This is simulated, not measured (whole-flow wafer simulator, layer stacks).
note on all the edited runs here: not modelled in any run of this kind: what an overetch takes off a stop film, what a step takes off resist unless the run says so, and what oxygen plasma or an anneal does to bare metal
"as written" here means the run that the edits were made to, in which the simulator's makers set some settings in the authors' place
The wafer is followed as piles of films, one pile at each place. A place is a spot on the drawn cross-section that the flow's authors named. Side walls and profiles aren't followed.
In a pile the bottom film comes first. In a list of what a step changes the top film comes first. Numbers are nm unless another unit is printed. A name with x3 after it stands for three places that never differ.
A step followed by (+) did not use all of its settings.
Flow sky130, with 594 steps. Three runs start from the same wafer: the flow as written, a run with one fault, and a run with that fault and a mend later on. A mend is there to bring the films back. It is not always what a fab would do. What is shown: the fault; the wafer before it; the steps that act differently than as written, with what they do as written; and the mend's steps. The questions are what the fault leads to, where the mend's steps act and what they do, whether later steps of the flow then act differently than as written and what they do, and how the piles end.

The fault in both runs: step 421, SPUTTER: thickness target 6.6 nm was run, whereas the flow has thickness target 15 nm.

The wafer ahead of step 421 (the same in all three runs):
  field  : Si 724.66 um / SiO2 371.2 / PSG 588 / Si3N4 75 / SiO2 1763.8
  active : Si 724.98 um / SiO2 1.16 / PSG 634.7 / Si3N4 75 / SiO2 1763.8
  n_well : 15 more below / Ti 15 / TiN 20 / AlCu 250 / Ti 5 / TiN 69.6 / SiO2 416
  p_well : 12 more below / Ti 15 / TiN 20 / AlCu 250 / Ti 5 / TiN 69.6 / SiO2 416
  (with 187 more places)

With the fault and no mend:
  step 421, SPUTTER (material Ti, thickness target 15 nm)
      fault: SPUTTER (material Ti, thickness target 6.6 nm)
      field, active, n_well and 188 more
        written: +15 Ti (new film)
        fault: +6.6 Ti (new film)
  Later steps of the flow acting differently than as written (not shown: 15 more steps that differ only slightly, by at most 2% or 0.5 nm, whichever is larger):
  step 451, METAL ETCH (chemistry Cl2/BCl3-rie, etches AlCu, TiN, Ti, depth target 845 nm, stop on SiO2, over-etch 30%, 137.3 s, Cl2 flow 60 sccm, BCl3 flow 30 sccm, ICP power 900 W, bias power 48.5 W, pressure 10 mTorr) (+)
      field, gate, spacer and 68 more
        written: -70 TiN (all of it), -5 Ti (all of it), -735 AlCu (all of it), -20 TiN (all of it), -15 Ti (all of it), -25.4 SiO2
        fault: -70 TiN (all of it), -5 Ti (all of it), -735 AlCu (all of it), -20 TiN (all of it), -6.6 Ti (all of it), -26.2 SiO2
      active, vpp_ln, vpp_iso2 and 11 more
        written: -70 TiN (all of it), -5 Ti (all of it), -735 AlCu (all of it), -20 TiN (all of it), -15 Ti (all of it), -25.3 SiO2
        fault: -70 TiN (all of it), -5 Ti (all of it), -735 AlCu (all of it), -20 TiN (all of it), -6.6 Ti (all of it), -26.2 SiO2
  The piles end different from the flow's at n_well, p_well, gate_hv and 104 more by more than 2% or 0.5 nm, whichever is larger.
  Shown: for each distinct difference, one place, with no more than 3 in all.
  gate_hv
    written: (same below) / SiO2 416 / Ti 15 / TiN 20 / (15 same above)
    fault: (same below) / SiO2 416 / Ti 6.6 / TiN 20 / (15 same above)
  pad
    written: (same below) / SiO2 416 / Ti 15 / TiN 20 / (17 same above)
    fault: (same below) / SiO2 416 / Ti 6.6 / TiN 20 / (17 same above)
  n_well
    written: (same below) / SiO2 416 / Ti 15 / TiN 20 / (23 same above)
    fault: (same below) / SiO2 416 / Ti 6.6 / TiN 20 / (23 same above)

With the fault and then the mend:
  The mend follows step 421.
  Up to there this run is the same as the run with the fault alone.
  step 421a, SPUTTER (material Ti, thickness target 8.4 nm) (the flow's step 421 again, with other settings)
      field, active, n_well and 188 more
        +8.4 Ti
  Every later step of the flow that is run acts as written at every place that is followed.
  The piles end the same as the flow's at every place that both follow.
